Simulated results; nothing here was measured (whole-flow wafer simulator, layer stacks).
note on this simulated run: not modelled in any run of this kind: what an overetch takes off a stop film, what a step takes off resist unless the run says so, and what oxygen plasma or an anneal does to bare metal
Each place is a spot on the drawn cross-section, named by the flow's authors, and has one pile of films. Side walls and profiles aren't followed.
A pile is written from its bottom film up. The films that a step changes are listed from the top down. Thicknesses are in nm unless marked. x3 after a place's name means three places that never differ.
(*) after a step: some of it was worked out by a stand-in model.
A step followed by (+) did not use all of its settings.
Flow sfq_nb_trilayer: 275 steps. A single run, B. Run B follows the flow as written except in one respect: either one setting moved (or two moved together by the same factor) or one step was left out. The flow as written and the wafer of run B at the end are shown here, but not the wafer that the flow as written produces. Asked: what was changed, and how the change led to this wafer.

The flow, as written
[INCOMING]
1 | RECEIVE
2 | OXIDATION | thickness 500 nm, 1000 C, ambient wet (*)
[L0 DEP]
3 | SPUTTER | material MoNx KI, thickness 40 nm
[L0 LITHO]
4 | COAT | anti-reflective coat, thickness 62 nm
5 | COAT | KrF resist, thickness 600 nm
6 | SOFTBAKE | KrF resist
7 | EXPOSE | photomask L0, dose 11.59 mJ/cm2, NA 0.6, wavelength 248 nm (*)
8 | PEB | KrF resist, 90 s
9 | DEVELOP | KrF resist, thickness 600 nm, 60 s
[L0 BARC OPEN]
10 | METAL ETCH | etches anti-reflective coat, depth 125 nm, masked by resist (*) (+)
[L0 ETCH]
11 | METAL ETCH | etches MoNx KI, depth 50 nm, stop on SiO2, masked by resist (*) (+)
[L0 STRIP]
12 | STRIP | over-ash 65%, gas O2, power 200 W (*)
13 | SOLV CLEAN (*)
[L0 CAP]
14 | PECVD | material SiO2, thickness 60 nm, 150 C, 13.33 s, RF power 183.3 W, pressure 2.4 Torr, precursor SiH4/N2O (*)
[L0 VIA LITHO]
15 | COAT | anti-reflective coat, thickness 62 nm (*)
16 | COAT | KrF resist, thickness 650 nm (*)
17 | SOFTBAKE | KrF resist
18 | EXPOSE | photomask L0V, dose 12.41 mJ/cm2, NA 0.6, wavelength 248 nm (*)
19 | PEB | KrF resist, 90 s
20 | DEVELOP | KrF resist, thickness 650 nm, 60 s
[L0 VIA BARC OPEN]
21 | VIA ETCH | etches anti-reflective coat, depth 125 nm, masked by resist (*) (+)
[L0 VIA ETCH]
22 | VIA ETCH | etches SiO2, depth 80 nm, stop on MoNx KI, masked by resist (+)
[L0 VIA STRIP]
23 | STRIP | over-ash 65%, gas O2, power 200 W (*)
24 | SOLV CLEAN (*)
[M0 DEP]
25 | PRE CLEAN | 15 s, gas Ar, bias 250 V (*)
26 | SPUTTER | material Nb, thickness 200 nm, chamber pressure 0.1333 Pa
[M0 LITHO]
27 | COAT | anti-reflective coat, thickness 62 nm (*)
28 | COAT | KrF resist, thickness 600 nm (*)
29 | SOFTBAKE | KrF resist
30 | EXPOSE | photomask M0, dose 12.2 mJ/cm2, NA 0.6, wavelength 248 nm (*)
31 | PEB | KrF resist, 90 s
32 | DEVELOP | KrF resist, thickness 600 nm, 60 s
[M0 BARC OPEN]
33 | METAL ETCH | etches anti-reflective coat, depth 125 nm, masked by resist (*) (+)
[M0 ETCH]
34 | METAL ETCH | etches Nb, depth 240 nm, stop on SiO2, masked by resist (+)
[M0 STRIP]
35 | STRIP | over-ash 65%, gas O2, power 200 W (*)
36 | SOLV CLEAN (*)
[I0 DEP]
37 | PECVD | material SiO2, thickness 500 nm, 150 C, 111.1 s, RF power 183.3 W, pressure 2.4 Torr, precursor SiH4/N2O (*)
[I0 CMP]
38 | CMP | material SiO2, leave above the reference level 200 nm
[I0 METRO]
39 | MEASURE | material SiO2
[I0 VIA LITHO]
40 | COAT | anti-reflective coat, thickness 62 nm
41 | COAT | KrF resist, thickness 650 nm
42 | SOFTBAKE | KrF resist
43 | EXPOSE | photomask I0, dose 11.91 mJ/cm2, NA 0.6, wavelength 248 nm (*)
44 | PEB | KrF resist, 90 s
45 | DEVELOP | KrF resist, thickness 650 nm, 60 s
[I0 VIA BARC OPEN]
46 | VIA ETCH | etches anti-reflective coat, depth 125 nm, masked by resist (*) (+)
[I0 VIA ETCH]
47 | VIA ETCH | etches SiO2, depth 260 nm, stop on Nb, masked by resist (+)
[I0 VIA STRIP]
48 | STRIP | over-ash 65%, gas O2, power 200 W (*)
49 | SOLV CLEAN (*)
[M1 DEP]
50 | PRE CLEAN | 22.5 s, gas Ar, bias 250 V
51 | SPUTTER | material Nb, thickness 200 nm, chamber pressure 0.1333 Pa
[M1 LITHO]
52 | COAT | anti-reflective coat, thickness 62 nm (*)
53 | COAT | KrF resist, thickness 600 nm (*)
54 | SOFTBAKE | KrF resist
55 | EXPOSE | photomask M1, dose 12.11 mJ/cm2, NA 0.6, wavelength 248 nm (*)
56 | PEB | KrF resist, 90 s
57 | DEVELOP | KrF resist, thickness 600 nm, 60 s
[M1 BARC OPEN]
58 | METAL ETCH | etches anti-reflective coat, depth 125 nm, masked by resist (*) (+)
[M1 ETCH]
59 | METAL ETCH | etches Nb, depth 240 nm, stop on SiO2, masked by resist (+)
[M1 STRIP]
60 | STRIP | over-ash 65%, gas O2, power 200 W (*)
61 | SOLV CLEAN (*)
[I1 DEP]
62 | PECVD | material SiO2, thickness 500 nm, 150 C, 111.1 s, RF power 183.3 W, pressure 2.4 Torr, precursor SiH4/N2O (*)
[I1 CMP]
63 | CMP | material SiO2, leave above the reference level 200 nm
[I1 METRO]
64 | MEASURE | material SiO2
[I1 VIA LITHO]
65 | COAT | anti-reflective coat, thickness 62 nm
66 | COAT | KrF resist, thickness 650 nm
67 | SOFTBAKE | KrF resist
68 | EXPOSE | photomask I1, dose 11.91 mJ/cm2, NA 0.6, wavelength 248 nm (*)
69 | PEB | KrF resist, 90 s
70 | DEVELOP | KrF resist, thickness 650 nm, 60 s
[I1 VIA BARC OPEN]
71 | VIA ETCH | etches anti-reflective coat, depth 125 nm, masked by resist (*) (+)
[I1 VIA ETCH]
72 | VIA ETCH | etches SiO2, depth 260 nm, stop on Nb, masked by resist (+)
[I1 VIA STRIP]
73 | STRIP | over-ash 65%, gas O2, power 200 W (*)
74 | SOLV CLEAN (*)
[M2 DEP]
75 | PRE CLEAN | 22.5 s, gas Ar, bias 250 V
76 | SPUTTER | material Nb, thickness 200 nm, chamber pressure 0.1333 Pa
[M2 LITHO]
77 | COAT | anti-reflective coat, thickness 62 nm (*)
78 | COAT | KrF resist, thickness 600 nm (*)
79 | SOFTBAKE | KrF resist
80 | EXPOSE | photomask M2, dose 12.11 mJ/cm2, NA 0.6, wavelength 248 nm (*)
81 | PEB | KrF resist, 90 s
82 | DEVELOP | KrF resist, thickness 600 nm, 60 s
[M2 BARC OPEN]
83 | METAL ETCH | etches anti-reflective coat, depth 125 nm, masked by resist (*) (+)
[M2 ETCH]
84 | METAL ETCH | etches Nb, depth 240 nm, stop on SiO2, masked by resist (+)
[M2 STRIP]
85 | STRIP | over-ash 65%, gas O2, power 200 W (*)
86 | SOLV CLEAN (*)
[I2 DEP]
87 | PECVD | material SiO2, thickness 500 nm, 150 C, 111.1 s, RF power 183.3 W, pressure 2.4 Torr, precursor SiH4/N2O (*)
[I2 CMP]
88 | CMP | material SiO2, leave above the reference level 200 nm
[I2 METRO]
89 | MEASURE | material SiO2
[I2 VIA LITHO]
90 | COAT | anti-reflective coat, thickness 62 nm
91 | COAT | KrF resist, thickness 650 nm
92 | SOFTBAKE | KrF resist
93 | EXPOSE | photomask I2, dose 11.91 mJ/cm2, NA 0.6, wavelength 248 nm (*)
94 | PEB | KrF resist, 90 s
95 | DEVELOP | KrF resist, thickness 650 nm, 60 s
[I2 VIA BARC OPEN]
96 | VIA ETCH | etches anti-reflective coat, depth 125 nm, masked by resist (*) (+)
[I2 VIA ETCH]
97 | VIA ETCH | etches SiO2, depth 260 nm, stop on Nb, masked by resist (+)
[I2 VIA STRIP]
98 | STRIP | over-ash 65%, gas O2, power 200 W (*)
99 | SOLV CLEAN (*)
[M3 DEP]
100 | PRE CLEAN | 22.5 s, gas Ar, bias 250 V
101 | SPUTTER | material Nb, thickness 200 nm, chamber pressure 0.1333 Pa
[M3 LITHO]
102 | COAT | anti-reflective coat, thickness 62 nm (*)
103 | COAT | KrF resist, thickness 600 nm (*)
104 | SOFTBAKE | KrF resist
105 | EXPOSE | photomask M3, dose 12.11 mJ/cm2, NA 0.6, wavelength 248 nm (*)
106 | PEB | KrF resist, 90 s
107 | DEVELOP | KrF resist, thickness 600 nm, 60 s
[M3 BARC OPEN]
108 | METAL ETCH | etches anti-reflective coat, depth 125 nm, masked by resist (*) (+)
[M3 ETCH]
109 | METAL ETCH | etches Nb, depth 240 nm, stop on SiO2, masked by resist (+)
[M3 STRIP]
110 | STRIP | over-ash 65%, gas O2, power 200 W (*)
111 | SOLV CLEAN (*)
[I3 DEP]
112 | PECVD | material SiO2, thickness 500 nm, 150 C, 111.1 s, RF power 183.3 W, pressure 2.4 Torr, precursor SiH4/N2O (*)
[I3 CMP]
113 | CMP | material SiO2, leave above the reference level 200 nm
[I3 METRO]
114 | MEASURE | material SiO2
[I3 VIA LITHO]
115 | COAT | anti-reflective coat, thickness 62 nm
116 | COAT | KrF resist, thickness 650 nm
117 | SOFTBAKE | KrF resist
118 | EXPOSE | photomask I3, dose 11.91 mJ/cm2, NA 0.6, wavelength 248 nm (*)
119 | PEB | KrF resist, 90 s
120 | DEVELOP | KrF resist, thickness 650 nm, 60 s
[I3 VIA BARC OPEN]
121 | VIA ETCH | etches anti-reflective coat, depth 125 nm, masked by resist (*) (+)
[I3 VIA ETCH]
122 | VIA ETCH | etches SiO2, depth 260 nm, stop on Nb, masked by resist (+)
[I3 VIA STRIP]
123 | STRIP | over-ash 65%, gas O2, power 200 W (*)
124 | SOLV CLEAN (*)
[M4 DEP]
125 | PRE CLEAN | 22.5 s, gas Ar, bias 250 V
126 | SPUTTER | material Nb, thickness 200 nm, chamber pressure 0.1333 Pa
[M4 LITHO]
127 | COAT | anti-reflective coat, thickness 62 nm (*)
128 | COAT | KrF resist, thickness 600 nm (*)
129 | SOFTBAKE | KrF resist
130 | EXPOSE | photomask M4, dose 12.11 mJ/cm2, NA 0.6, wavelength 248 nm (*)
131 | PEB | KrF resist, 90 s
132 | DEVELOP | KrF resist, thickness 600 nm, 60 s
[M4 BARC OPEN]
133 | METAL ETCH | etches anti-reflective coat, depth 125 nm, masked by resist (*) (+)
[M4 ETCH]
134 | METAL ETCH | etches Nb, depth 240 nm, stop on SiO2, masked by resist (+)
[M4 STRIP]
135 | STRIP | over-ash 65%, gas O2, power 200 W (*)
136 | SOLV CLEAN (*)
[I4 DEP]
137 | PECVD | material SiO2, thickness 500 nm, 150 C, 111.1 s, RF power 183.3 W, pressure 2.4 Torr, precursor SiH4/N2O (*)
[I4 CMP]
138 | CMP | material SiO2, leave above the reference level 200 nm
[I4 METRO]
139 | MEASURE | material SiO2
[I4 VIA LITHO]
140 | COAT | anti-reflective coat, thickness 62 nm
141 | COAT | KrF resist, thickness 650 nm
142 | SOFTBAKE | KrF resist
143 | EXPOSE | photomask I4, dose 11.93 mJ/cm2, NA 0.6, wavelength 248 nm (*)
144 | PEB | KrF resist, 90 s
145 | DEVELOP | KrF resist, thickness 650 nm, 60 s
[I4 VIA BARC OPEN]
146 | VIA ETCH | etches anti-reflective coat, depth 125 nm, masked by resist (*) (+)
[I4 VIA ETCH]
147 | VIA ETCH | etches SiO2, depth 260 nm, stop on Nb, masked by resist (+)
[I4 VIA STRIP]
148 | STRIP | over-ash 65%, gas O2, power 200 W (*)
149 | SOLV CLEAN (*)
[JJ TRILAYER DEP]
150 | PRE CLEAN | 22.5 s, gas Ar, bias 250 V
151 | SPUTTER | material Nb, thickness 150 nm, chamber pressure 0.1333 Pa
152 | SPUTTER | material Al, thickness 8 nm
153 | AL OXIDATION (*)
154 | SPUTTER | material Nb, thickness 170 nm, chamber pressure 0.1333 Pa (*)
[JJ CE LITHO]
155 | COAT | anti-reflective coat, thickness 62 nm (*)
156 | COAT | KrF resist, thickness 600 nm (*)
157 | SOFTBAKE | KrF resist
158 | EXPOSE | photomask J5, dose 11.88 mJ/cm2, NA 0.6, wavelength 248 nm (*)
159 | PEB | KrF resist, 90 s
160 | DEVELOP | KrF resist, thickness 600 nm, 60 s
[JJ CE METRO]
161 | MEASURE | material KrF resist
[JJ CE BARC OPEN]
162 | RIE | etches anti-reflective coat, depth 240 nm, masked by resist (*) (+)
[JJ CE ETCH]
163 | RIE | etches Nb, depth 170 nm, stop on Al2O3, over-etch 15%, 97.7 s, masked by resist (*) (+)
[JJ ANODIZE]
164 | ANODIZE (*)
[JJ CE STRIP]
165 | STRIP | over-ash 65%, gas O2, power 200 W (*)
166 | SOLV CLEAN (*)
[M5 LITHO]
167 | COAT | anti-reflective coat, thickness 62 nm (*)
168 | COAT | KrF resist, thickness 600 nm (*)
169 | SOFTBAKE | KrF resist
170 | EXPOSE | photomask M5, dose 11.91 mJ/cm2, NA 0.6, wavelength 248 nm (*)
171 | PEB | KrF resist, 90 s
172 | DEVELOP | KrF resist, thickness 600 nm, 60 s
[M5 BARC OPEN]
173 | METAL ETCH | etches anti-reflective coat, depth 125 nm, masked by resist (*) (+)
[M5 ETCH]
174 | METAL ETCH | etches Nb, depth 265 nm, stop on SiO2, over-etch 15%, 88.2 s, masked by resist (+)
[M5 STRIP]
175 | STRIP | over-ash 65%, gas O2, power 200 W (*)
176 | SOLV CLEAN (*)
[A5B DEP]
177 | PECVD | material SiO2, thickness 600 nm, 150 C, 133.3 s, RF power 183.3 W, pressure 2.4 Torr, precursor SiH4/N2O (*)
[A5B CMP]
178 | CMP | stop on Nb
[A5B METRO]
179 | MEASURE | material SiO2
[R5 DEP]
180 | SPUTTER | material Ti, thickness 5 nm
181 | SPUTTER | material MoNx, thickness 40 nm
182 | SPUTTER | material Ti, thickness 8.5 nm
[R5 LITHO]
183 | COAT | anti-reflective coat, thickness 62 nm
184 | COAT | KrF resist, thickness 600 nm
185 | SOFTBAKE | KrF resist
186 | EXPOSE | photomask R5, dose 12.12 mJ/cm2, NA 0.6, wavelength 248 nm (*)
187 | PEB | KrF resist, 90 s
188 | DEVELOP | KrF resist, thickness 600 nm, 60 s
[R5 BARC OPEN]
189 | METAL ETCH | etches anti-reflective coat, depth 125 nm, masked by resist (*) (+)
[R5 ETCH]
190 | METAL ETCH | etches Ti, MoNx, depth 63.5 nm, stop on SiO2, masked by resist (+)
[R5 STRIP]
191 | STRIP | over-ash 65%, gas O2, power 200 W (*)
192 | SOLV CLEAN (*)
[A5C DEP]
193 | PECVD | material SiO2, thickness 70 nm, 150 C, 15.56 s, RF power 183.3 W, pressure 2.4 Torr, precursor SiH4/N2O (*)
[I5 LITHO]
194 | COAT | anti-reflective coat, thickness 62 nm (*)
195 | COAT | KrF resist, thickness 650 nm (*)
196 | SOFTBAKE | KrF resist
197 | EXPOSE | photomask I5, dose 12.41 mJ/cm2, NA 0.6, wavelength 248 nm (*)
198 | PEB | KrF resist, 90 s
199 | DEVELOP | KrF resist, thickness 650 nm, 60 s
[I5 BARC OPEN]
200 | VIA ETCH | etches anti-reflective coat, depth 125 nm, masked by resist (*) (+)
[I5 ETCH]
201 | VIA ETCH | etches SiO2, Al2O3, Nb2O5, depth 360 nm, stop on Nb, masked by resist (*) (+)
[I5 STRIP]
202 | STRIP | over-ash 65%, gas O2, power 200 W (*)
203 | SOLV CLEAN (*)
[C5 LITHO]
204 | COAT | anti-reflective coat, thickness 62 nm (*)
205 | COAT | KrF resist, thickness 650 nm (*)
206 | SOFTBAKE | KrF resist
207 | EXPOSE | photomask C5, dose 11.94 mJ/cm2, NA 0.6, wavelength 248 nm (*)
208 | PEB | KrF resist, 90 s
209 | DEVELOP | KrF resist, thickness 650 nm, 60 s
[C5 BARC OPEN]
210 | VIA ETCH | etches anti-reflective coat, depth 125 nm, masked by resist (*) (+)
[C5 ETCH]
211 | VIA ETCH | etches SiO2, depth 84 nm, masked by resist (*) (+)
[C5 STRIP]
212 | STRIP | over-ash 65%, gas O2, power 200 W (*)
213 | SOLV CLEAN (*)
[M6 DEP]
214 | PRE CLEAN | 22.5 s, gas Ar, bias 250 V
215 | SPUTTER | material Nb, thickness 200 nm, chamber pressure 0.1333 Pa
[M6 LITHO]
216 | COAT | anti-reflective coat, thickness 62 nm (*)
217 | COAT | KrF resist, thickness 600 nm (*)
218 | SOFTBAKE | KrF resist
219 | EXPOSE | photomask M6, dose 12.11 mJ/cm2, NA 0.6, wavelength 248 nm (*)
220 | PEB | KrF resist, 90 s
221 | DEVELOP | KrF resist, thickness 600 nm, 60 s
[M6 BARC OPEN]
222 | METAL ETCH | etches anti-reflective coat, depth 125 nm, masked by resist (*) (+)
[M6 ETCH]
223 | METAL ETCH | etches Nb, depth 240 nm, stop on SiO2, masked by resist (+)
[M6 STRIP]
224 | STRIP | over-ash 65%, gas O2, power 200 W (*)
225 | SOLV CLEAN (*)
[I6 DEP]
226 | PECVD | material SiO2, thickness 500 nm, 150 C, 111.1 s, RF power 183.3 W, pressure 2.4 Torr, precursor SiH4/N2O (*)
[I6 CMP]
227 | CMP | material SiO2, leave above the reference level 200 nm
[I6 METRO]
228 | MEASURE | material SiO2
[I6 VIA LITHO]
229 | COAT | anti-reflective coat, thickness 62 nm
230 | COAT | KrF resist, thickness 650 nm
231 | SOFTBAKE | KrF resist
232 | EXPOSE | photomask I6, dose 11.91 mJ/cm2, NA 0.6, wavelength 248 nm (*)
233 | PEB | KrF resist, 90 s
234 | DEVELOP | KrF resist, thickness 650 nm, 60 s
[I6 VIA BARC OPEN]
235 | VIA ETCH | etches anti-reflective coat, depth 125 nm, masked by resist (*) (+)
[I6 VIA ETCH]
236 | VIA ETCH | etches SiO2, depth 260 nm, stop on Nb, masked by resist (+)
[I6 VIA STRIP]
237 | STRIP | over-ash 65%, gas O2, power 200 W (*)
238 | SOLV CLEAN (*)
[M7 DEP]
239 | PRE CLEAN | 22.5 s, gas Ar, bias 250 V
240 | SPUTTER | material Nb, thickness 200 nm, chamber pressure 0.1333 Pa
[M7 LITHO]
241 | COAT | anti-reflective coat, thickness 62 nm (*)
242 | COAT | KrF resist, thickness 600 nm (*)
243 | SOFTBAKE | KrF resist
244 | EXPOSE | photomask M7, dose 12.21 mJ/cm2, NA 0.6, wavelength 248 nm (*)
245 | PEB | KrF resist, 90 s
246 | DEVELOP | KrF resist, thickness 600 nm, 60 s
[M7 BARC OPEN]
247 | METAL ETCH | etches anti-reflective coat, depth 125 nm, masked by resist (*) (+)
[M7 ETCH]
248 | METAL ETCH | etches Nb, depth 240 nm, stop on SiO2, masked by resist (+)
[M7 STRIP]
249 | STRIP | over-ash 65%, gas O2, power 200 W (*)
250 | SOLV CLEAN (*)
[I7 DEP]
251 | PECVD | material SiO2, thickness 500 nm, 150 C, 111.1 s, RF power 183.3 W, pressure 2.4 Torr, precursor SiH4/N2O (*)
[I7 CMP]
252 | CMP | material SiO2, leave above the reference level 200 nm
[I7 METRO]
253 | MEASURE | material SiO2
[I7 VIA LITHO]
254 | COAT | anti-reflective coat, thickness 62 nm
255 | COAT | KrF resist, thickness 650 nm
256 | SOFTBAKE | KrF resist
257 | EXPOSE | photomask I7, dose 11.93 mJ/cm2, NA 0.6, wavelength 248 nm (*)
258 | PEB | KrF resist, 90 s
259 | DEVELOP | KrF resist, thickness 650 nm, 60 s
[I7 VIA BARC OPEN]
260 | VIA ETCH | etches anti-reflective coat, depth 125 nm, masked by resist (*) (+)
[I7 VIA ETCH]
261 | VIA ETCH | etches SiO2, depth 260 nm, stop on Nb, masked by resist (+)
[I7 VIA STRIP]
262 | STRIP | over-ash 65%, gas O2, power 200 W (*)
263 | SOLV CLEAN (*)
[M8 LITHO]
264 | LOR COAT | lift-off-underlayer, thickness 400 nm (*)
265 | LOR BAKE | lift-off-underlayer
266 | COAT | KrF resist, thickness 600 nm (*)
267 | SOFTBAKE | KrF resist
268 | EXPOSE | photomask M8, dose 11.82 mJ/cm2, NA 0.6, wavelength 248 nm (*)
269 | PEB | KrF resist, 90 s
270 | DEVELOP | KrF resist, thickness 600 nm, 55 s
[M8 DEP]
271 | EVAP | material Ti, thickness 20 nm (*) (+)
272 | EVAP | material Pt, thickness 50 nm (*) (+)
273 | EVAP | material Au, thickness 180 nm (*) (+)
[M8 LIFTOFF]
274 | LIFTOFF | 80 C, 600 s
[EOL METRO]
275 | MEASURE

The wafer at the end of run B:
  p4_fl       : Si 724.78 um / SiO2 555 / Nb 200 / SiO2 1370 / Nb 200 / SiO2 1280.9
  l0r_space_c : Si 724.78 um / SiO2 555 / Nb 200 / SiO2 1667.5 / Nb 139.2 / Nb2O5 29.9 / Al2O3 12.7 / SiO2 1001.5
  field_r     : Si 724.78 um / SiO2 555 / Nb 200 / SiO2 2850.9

Cause: step 138, CMP: leave above the reference level 105 nm was run, whereas the flow has leave above the reference level 200 nm.

Step by step, how the change led to this:
  138 | CMP | material SiO2, leave above the reference level 200 nm
      field_l, be, be_sur and 55 more: SiO2 loses 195 (it would be, as written: SiO2 loses 100)
      v_sur, via_wl, via_w and 35 more: SiO2 loses 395 (it would be, as written: SiO2 loses 300)
      (also at 10 further places)
  147 | VIA ETCH | etches SiO2, depth 260 nm, stop on Nb, masked by resist (+)
      field_l, v_sur, via_sp and 100 more: KrF resist loses 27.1 (it would be, as written: KrF resist loses 44.8)
      via_wl, via_w, via_wr: SiO2 loses 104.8 (all of it) (it would be, as written: SiO2 loses 199.8 (all of it))
  148 | STRIP | over-ash 65%, gas O2, power 200 W (*)
      field_l, v_sur, via_sp and 100 more: KrF resist loses 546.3 (all of it), anti-reflective coat loses 62 (all of it) (it would be, as written: KrF resist loses 528.6 (all of it), anti-reflective coat loses 62 (all of it))
  151 | SPUTTER | material Nb, thickness 150 nm, chamber pressure 0.1333 Pa
      via_wl, via_w, via_wr: Nb gains 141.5 (it would be, as written: Nb gains 130.4)
  152 | SPUTTER | material Al, thickness 8 nm
      via_wl, via_wr: Al gains 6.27 (new film) (it would be, as written: Al gains 5.14 (new film))
      via_w: Al gains 7.86 (new film) (it would be, as written: Al gains 7.12 (new film))
  154 | SPUTTER | material Nb, thickness 170 nm, chamber pressure 0.1333 Pa (*)
      via_wl, via_wr: Nb gains 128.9 (new film) (it would be, as written: Nb gains 140.7 (new film))
      via_w: Nb gains 167.6 (new film) (it would be, as written: Nb gains 141 (new film))
  155 | COAT | anti-reflective coat, thickness 62 nm (*)
      via_wl, via_wr: anti-reflective coat gains 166 (new film) (it would be, as written: anti-reflective coat gains 209.4 (new film))
      v_sur: anti-reflective coat gains 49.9 (new film) (it would be, as written: anti-reflective coat gains 45.1 (new film))
      (also at 2 further places)
  156 | COAT | KrF resist, thickness 600 nm (*)
      via_wl: KrF resist gains 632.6 (new film) (it would be, as written: KrF resist gains 663 (new film))
      via_w: KrF resist gains 666.9 (new film) (it would be, as written: KrF resist gains 763.8 (new film))
      (also at 1 further place)
  160 | DEVELOP | KrF resist, thickness 600 nm, 60 s
      via_wl: KrF resist loses 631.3 (all of it) (it would be, as written: KrF resist loses 661.6 (all of it))
      via_w: KrF resist loses 665.5 (all of it) (it would be, as written: KrF resist loses 762.1 (all of it))
      (also at 1 further place)
  162 | RIE | etches anti-reflective coat, depth 240 nm, masked by resist (*) (+)
      ce_l, c5j, ce_r, wl_jj: KrF resist loses 166 (it would be, as written: KrF resist loses 209.4)
      via_wl, via_wr: anti-reflective coat loses 166 (all of it) (it would be, as written: anti-reflective coat loses 209.4 (all of it))
      (also at 3 further places)
  163 | RIE | etches Nb, depth 170 nm, stop on Al2O3, over-etch 15%, 97.7 s, masked by resist (*) (+)
      via_w: Nb loses 167.6 (all of it), Al2O3 loses 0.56 (it would be, as written: Nb loses 141 (all of it), Al2O3 loses 0.96 (all of it))
      via_wl, via_wr: Nb loses 128.9 (all of it), Al2O3 loses 0.96 (all of it) (it would be, as written: Nb loses 140.7 (all of it), Al2O3 loses 0.96 (all of it))
  164 | ANODIZE (*)
      via_w: Al2O3 gains 12, Nb2O5 gains 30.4 (new film), Al loses 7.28 (all of it), Nb loses 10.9 (it would be, as written: Al2O3 gains 10.8 (new film), Nb2O5 gains 33.3 (new film), Al loses 6.54 (all of it), Nb loses 12)
      via_wl, via_wr: Al2O3 gains 9.39 (new film), Nb2O5 gains 35.8 (new film), Al loses 5.69 (all of it), Nb loses 12.9 (it would be, as written: Al2O3 gains 7.52 (new film), Nb2O5 gains 39.2 (new film), Al loses 4.56 (all of it), Nb loses 14.1)
  165 | STRIP | over-ash 65%, gas O2, power 200 W (*)
      ce_l: KrF resist loses 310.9 (all of it), anti-reflective coat loses 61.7 (all of it) (it would be, as written: KrF resist loses 266.8 (all of it), anti-reflective coat loses 61.4 (all of it))
      c5j: KrF resist loses 310.9 (all of it), anti-reflective coat loses 61.8 (all of it) (it would be, as written: KrF resist loses 266.9 (all of it), anti-reflective coat loses 61.5 (all of it))
      (also at 2 further places)
  167 | COAT | anti-reflective coat, thickness 62 nm (*)
      v_sur: anti-reflective coat gains 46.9 (new film) (it would be, as written: anti-reflective coat gains 44.9 (new film))
      via_wl: anti-reflective coat gains 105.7 (new film) (it would be, as written: anti-reflective coat gains 170.5 (new film))
      (also at 3 further places)
  168 | COAT | KrF resist, thickness 600 nm (*)
      v_sur: KrF resist gains 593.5 (new film) (it would be, as written: KrF resist gains 577.9 (new film))
      via_wl: KrF resist gains 639.3 (new film) (it would be, as written: KrF resist gains 656 (new film))
      (also at 3 further places)
  175 | STRIP | over-ash 65%, gas O2, power 200 W (*)
      v_sur: KrF resist loses 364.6 (all of it), anti-reflective coat loses 46.9 (all of it) (it would be, as written: KrF resist loses 349.2 (all of it), anti-reflective coat loses 44.9 (all of it))
      via_wl: KrF resist loses 410.4 (all of it), anti-reflective coat loses 105.7 (all of it) (it would be, as written: KrF resist loses 427 (all of it), anti-reflective coat loses 170.5 (all of it))
      (also at 3 further places)
  178 | CMP | stop on Nb
      via_wl, via_wr: SiO2 loses 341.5 (it would be, as written: SiO2 loses 235.7)
      via_w: SiO2 loses 341.1 (it would be, as written: SiO2 loses 235.2)
